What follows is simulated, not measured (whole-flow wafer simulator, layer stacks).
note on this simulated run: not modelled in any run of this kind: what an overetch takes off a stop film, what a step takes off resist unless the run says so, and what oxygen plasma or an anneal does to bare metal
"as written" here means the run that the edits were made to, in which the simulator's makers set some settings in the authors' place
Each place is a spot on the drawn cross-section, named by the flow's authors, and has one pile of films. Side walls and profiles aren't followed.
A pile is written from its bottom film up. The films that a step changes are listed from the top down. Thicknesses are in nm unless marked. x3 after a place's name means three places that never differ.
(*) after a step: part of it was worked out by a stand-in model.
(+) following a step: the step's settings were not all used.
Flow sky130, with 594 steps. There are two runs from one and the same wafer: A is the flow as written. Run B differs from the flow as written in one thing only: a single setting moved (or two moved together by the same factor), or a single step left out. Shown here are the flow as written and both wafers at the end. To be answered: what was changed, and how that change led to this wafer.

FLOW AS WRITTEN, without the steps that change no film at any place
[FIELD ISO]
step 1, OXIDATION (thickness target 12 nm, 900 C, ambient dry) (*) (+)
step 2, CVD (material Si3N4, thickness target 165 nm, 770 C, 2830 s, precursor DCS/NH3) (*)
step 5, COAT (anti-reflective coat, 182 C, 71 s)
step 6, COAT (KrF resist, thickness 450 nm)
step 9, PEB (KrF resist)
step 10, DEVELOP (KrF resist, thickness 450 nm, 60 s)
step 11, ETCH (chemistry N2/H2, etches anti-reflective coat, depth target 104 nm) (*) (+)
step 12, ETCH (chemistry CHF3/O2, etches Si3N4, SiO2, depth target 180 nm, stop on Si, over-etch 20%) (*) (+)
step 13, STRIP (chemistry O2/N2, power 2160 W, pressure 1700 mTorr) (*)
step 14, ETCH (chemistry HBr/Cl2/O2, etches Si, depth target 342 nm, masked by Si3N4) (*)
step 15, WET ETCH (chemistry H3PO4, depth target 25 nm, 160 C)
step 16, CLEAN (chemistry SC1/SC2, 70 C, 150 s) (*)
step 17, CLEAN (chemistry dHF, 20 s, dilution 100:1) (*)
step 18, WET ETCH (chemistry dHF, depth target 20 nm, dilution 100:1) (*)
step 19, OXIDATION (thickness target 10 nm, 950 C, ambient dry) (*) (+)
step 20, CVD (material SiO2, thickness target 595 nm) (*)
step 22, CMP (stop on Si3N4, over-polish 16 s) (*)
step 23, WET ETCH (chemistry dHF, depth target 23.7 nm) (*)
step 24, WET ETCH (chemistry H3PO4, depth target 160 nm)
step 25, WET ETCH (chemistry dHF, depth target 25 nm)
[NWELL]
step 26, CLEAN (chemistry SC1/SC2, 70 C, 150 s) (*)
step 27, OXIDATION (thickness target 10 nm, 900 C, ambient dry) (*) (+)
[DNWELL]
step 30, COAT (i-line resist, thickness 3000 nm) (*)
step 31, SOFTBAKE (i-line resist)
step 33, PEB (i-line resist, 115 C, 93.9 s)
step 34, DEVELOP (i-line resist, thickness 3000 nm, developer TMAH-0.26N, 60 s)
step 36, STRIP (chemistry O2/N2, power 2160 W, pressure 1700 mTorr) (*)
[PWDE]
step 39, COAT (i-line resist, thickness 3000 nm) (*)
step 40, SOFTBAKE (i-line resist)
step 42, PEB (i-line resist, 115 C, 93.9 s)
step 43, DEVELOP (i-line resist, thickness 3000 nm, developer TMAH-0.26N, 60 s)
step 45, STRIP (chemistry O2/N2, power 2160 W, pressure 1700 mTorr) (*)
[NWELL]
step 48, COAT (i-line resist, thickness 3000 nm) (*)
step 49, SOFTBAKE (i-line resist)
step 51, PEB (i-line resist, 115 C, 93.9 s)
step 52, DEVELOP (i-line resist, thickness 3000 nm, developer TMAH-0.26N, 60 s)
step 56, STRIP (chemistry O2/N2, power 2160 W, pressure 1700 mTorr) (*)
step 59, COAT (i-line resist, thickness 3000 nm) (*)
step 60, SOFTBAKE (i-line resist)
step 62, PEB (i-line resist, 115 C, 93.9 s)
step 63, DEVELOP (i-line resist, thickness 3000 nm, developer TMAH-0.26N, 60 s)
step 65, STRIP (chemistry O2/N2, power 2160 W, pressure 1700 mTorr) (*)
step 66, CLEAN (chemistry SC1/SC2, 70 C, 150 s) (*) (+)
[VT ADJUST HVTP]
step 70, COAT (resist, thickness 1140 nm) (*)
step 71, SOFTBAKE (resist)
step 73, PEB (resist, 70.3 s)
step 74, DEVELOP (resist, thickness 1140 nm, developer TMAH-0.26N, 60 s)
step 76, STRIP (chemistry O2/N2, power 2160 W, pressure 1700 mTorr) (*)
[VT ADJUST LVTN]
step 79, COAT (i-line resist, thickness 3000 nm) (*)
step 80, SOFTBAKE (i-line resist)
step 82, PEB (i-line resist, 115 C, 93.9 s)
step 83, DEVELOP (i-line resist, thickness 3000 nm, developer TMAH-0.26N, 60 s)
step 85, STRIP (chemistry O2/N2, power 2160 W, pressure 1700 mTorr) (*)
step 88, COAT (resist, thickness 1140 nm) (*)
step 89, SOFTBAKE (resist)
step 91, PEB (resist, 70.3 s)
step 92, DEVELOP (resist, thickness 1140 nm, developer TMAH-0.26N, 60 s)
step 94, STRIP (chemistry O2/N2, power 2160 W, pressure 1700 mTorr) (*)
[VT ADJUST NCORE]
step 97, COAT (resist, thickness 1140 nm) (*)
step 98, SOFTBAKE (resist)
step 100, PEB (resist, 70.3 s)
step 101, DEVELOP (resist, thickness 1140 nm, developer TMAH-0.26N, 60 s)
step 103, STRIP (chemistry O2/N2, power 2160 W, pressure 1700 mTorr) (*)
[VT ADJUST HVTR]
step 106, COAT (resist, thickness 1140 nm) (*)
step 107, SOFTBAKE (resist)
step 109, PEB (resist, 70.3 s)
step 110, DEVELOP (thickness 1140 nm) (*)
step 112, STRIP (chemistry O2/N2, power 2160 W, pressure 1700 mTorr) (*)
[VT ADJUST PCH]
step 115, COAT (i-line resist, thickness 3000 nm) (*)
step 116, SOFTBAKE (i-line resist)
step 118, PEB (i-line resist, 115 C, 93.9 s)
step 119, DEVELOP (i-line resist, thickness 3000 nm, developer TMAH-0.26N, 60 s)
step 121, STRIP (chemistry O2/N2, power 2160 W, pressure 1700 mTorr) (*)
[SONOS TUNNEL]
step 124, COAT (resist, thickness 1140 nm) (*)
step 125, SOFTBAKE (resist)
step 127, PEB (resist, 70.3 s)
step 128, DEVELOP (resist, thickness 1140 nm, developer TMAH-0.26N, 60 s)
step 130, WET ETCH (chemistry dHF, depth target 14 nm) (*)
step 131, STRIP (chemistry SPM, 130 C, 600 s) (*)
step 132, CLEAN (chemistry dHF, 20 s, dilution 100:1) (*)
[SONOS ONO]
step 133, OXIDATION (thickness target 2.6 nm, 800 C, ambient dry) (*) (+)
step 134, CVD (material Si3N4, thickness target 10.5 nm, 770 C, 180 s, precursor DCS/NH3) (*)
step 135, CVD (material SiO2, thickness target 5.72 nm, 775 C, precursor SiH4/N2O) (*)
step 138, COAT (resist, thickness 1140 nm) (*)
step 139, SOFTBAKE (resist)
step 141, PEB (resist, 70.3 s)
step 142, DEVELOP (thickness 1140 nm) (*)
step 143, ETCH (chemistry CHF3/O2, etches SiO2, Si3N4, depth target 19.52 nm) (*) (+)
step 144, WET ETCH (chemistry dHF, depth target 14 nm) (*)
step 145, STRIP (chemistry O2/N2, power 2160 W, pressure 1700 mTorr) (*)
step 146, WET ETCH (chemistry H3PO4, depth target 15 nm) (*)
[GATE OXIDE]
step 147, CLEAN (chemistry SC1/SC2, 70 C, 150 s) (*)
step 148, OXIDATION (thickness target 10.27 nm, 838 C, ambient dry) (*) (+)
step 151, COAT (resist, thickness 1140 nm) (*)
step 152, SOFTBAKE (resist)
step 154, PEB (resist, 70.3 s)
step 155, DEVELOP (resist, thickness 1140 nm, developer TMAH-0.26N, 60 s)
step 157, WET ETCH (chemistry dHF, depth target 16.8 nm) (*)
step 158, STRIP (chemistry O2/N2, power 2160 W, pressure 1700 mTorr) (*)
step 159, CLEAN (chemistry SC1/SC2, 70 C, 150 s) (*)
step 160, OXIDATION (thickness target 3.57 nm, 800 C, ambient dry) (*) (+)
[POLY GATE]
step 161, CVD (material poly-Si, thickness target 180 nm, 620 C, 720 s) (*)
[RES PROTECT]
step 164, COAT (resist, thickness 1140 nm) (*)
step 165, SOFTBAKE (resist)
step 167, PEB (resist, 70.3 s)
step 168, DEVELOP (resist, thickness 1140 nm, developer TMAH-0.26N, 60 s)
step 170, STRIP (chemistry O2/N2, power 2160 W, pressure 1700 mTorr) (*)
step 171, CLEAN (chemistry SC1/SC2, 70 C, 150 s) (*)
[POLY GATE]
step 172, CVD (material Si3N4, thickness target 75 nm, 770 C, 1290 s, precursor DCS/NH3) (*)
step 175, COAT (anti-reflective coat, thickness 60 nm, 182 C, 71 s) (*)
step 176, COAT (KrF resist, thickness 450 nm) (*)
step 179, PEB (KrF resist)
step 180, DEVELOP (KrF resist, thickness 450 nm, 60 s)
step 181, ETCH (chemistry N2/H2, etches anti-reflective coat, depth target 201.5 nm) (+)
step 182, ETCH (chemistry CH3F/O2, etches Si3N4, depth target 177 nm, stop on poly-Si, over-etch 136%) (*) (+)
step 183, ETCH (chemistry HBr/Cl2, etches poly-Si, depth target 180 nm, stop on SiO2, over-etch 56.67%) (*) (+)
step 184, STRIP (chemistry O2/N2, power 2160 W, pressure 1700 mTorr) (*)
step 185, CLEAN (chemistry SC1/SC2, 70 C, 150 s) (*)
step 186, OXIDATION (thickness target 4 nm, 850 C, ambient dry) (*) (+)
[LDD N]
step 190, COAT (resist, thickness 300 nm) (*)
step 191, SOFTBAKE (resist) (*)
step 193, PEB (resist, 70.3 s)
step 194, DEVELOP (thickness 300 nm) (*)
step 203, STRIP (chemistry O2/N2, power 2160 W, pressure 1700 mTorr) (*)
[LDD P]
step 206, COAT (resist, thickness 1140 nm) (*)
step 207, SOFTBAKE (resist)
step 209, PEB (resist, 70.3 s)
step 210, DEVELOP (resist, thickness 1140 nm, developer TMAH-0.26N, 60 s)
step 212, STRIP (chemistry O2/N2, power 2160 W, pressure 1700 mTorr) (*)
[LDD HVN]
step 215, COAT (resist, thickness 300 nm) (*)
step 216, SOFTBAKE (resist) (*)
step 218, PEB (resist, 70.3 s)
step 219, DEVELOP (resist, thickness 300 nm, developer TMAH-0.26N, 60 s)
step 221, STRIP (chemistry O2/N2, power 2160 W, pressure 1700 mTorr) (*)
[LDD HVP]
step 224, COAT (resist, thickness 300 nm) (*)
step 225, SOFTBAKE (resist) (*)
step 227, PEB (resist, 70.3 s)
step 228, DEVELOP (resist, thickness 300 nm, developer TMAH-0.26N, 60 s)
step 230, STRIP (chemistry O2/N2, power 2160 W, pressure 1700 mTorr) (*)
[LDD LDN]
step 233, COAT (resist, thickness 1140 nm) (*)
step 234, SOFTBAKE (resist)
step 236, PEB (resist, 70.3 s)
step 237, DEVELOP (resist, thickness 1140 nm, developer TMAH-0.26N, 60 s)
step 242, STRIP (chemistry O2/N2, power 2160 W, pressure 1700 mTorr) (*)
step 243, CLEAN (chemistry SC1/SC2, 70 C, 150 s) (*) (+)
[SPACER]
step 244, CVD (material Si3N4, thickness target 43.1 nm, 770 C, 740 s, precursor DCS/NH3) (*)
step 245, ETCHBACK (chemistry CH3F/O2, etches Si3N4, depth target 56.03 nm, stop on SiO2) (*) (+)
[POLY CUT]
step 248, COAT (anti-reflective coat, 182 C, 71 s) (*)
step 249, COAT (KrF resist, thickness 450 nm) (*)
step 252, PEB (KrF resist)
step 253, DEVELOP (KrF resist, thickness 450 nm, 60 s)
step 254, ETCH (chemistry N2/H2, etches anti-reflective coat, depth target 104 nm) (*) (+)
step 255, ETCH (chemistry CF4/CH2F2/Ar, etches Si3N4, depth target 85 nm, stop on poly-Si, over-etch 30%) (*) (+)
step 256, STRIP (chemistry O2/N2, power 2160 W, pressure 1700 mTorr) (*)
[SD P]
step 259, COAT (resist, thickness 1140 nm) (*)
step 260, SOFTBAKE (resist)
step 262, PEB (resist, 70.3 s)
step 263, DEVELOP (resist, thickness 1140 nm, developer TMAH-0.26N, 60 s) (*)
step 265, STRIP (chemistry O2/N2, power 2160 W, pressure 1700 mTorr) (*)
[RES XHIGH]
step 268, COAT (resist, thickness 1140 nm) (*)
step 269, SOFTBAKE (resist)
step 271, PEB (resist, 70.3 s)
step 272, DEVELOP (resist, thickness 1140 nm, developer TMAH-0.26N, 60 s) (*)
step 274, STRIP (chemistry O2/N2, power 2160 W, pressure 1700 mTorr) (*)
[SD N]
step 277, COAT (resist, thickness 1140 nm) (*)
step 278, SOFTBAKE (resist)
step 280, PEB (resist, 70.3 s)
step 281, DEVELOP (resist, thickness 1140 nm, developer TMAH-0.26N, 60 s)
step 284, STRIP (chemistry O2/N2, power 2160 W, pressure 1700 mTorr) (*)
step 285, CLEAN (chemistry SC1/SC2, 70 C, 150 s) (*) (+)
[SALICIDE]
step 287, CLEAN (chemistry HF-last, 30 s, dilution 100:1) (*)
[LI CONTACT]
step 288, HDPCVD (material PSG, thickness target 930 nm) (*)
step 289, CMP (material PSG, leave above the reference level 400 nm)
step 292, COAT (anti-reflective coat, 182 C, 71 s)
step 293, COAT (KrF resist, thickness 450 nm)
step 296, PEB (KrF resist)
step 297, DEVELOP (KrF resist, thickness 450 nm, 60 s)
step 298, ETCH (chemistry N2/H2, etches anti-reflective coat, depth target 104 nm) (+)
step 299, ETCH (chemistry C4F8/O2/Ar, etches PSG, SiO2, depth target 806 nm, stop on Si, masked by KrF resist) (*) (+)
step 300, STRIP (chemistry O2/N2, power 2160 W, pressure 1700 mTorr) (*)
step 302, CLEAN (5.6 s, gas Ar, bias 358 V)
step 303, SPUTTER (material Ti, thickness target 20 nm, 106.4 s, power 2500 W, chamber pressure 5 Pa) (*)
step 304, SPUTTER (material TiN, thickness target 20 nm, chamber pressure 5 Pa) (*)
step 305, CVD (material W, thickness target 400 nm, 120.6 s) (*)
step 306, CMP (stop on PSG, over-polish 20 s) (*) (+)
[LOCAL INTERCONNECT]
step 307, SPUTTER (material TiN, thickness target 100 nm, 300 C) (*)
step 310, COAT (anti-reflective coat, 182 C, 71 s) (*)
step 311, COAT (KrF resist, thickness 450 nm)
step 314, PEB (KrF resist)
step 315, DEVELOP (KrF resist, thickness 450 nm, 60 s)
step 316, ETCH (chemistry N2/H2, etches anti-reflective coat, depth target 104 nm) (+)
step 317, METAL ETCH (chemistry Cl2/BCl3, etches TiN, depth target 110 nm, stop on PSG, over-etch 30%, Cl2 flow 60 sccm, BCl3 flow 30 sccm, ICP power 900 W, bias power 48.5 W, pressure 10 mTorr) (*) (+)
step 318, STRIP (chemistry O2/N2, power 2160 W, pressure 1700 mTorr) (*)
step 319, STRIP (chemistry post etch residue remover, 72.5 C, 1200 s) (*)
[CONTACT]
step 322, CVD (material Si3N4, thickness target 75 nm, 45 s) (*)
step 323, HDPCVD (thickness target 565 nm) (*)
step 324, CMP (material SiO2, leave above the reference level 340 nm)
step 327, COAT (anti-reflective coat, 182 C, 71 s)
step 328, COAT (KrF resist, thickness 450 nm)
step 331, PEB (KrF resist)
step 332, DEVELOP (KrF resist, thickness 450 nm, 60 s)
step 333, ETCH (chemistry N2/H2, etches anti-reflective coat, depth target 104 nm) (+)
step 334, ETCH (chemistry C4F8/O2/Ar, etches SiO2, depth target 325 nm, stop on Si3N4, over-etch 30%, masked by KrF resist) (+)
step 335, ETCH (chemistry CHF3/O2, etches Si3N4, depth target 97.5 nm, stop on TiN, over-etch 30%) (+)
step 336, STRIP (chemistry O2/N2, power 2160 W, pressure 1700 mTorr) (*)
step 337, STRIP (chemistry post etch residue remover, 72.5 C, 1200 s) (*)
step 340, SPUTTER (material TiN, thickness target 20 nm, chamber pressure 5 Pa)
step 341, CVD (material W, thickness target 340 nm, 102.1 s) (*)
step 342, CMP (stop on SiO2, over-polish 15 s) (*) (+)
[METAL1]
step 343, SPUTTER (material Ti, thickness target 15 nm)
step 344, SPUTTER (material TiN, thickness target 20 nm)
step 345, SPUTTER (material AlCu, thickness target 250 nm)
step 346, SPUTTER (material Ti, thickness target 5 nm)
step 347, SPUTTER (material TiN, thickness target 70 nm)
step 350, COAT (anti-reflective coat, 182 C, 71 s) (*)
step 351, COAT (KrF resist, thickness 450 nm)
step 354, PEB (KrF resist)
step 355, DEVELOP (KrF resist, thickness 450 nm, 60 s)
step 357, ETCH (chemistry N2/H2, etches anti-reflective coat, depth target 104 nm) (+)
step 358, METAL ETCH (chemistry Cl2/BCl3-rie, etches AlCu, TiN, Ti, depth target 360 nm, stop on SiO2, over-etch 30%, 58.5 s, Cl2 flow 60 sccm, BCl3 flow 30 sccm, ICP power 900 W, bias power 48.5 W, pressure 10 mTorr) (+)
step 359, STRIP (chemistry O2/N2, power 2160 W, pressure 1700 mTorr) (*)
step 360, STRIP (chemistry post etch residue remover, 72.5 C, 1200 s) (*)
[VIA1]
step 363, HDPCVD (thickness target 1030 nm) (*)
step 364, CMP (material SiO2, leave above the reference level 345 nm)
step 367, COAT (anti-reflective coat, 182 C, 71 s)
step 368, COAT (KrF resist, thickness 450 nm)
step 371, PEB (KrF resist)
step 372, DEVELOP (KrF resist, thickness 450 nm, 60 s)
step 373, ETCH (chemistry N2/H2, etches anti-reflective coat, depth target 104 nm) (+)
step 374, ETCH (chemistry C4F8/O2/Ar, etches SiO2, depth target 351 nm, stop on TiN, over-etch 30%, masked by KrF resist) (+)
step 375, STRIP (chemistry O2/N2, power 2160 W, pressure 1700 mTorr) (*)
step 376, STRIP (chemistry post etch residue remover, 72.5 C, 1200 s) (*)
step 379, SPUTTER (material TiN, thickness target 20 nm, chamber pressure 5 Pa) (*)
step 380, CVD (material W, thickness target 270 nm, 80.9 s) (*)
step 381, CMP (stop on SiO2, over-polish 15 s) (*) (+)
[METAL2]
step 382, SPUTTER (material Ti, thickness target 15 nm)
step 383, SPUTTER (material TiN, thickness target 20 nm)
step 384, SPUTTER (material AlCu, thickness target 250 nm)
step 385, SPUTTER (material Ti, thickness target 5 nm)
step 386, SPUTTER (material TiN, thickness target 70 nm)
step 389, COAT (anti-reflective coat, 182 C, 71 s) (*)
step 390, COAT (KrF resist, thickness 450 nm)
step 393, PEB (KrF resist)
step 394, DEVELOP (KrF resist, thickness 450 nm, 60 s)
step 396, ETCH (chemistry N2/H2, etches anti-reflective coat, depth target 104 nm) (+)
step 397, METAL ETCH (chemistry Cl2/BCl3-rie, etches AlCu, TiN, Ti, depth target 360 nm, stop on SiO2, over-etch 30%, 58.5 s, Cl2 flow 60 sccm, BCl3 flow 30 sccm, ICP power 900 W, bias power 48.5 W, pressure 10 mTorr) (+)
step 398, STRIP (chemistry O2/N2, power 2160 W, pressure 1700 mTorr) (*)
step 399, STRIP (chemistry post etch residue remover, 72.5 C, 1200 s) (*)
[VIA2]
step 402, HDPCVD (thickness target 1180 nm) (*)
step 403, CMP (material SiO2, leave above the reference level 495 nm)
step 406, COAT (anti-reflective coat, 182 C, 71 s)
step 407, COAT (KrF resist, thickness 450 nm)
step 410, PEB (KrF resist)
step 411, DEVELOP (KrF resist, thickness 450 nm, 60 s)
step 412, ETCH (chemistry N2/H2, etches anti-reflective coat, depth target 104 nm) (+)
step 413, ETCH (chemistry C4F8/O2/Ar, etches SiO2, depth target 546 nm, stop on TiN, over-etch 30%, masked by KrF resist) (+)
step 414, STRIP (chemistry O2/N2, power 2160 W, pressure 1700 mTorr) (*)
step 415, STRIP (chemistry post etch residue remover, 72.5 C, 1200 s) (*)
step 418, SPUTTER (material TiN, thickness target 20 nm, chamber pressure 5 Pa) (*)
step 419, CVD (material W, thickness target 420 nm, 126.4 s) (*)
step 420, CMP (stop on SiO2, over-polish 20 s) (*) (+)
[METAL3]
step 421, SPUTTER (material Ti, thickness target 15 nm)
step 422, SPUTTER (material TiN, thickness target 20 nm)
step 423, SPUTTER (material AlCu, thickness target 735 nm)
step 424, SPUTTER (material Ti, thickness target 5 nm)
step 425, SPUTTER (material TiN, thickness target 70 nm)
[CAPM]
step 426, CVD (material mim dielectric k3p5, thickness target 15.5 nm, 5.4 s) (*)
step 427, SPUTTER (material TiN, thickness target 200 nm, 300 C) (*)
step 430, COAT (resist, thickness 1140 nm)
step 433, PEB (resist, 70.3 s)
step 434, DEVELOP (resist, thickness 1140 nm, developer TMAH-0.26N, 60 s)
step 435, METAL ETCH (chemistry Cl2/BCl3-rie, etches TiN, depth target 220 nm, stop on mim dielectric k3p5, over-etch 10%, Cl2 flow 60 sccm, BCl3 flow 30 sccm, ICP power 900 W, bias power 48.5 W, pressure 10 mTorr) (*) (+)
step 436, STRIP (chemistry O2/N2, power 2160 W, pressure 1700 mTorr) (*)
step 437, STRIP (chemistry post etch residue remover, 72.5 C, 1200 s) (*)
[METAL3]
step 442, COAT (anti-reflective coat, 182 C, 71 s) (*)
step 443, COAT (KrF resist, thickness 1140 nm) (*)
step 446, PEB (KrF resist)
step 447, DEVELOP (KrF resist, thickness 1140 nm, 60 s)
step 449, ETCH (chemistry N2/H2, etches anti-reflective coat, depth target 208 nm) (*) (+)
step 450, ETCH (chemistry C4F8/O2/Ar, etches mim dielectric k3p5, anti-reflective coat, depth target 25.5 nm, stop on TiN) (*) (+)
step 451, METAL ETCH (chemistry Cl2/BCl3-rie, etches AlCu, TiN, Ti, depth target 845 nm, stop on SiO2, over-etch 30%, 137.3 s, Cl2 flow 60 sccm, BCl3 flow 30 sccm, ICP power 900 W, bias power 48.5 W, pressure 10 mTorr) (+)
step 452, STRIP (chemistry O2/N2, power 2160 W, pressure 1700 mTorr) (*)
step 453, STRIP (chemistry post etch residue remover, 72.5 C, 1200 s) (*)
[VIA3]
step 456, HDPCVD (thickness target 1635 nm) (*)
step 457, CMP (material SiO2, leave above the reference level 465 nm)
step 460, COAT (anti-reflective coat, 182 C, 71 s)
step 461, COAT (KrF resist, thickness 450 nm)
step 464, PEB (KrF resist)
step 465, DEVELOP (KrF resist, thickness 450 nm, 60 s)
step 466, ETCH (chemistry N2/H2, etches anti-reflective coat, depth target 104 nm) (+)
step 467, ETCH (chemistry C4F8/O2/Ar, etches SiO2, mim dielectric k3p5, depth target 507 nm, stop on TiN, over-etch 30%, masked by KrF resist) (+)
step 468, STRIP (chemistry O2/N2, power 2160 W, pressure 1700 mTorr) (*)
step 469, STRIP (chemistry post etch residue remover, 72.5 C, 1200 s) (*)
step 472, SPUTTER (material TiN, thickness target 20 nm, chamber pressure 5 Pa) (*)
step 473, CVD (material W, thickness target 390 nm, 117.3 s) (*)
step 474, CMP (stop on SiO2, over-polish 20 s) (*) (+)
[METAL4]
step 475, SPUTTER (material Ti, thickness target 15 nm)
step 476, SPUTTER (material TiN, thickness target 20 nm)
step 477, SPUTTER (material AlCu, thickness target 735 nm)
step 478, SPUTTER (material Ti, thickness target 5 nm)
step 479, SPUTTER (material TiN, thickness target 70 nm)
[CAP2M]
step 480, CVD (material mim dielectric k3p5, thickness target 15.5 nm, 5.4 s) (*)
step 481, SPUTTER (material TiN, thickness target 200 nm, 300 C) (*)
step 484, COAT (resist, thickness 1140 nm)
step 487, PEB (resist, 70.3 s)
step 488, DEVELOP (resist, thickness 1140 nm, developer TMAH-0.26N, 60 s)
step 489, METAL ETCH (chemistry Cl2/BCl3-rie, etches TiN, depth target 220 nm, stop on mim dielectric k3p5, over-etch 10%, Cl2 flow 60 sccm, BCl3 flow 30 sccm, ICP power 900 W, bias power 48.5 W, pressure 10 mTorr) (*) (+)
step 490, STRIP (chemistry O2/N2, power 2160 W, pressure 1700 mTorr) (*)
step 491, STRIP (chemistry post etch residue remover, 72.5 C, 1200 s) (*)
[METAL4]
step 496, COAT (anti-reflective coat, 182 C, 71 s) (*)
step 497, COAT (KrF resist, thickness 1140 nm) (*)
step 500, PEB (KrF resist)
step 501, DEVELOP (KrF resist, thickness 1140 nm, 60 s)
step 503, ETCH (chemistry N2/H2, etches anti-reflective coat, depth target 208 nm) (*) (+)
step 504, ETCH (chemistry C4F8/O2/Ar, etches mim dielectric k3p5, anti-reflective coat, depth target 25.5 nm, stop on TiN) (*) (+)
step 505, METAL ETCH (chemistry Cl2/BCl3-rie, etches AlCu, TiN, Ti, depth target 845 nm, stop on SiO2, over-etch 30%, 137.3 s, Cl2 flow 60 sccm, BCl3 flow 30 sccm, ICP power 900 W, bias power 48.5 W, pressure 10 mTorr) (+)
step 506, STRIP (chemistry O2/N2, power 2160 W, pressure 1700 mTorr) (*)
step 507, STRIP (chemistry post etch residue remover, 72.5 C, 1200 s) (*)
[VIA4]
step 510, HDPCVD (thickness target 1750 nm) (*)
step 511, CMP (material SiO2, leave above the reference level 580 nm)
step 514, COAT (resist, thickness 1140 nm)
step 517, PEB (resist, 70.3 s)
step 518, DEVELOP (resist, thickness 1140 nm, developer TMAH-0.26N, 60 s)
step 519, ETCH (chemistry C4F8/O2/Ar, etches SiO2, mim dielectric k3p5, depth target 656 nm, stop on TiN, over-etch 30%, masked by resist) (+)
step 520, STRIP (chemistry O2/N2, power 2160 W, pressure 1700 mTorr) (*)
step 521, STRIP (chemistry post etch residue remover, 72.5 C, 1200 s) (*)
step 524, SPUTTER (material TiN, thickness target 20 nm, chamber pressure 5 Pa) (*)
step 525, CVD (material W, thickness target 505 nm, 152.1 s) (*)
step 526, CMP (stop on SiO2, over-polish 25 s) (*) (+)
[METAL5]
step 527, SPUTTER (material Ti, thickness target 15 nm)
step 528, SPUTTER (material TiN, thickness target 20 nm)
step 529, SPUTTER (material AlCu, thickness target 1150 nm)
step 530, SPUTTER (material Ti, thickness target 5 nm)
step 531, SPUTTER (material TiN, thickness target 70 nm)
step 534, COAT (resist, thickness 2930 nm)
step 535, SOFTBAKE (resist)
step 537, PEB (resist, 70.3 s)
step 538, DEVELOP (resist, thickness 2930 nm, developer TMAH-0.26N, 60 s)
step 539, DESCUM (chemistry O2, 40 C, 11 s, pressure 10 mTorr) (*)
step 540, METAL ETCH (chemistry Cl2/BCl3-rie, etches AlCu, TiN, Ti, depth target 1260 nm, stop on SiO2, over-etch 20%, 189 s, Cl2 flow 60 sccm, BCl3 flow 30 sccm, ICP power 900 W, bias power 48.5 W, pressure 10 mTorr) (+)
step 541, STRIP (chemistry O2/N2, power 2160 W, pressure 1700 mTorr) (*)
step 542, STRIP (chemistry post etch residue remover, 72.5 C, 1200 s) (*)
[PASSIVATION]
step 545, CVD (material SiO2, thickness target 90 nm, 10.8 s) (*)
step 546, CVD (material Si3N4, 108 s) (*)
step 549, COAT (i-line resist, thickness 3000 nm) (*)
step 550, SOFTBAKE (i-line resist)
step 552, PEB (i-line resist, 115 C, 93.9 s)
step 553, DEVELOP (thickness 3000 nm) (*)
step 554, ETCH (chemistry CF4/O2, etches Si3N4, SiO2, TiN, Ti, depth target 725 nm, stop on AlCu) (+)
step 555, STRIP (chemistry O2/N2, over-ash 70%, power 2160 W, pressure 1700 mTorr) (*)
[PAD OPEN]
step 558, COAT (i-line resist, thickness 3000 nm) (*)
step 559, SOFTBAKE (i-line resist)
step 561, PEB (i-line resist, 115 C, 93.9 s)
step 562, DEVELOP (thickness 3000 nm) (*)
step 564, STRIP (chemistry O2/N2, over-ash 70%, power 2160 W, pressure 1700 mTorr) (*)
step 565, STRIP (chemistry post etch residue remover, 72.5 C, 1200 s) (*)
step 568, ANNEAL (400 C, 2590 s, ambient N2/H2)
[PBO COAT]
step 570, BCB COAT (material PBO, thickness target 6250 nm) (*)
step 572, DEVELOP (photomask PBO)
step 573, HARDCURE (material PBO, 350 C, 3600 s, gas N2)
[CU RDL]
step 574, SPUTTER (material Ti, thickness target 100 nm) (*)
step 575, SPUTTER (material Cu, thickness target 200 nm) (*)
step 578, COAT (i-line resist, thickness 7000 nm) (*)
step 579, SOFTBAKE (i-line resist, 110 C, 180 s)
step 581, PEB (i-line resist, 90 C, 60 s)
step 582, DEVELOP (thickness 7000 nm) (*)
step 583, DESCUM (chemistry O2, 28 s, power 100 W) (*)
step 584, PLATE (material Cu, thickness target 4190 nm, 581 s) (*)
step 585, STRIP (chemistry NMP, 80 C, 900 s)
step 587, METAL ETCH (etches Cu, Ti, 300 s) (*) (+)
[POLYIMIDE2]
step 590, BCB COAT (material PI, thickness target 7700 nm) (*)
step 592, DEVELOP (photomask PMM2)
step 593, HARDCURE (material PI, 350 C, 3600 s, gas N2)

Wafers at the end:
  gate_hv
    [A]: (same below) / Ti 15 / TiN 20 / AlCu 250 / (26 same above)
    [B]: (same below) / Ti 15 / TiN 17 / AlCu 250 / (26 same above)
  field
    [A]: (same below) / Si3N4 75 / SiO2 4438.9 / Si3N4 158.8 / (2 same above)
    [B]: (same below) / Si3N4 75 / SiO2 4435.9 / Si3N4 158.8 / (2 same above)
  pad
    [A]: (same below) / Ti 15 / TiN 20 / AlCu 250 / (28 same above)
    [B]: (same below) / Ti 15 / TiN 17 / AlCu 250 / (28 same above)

Cause: step 344, SPUTTER: thickness target 17 nm was run, though the flow has thickness target 20 nm.
The wafer lets one read it off: gate_hv has TiN 17, and step 344 as written asks for 20 nm.

Step by step, how the change led to this:
  step 344, SPUTTER (material TiN, thickness target 20 nm)
      field, active, n_well and 188 more: A TiN gains 20 (new film) | B TiN gains 17 (new film)
  step 358, METAL ETCH (chemistry Cl2/BCl3-rie, etches AlCu, TiN, Ti, depth target 360 nm, stop on SiO2, over-etch 30%, 58.5 s, Cl2 flow 60 sccm, BCl3 flow 30 sccm, ICP power 900 W, bias power 48.5 W, pressure 10 mTorr) (+)
      field, active, gate and 81 more: A TiN loses 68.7 (all of it), Ti loses 5 (all of it), AlCu loses 250 (all of it), TiN loses 20 (all of it), Ti loses 15 (all of it), SiO2 loses 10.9 | B TiN loses 68.7 (all of it), Ti loses 5 (all of it), AlCu loses 250 (all of it), TiN loses 17 (all of it), Ti loses 15 (all of it), SiO2 loses 11.2
